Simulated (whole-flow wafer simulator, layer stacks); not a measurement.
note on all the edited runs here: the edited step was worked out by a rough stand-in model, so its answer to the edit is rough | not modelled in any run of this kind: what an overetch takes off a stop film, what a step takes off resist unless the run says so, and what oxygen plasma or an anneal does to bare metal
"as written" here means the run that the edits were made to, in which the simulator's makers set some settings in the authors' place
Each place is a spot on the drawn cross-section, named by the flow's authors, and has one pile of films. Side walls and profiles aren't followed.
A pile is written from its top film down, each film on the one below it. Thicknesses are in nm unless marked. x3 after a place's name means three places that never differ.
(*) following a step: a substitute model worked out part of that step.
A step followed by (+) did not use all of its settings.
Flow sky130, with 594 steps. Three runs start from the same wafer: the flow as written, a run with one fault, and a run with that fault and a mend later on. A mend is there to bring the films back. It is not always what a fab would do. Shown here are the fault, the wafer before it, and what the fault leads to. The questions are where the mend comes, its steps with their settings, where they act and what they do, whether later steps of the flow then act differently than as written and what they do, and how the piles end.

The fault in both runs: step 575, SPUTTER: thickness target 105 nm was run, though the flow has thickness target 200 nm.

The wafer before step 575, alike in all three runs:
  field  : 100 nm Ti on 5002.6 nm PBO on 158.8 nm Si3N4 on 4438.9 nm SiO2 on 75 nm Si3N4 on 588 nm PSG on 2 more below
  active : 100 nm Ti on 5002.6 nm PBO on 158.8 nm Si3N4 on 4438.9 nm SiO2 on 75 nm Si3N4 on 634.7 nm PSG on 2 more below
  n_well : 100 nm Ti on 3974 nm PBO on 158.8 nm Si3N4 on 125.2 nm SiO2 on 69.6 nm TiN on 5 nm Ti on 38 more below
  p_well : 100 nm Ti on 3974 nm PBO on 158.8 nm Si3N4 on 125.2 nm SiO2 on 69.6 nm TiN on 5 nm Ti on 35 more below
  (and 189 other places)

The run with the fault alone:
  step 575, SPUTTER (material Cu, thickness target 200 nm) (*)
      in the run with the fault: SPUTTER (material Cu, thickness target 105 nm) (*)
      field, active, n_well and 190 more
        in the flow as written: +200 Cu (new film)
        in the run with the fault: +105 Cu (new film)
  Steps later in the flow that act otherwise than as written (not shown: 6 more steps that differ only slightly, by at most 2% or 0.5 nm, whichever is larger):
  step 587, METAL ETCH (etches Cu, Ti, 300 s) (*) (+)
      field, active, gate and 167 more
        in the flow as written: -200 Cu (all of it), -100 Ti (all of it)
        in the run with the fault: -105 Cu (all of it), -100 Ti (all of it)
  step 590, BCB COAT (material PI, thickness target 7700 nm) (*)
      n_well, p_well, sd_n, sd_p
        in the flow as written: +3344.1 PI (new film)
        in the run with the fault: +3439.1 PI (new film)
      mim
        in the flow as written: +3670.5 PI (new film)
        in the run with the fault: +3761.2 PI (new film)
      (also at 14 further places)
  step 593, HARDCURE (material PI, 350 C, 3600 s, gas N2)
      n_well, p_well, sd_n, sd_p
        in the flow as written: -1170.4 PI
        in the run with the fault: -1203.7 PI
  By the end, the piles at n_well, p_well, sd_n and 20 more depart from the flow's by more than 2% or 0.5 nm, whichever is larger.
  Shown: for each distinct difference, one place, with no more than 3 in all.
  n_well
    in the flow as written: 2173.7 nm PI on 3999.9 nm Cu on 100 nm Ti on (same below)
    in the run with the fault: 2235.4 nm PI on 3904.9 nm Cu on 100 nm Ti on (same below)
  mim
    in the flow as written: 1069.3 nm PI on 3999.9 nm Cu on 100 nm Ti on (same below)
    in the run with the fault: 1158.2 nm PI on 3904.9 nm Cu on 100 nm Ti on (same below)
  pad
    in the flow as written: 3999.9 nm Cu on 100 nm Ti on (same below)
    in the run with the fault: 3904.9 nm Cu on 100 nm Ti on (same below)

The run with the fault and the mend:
  The mend stands after step 575.
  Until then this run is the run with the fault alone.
  step 575a, SPUTTER (material Cu, thickness target 95 nm) (*) (the flow's step 575, run once more with other settings)
      field, active, n_well and 190 more
        +95 Cu
  Later steps of the flow that are run all act as written at every place that is followed.
  At every place that both follow, the piles at the end match the flow's.
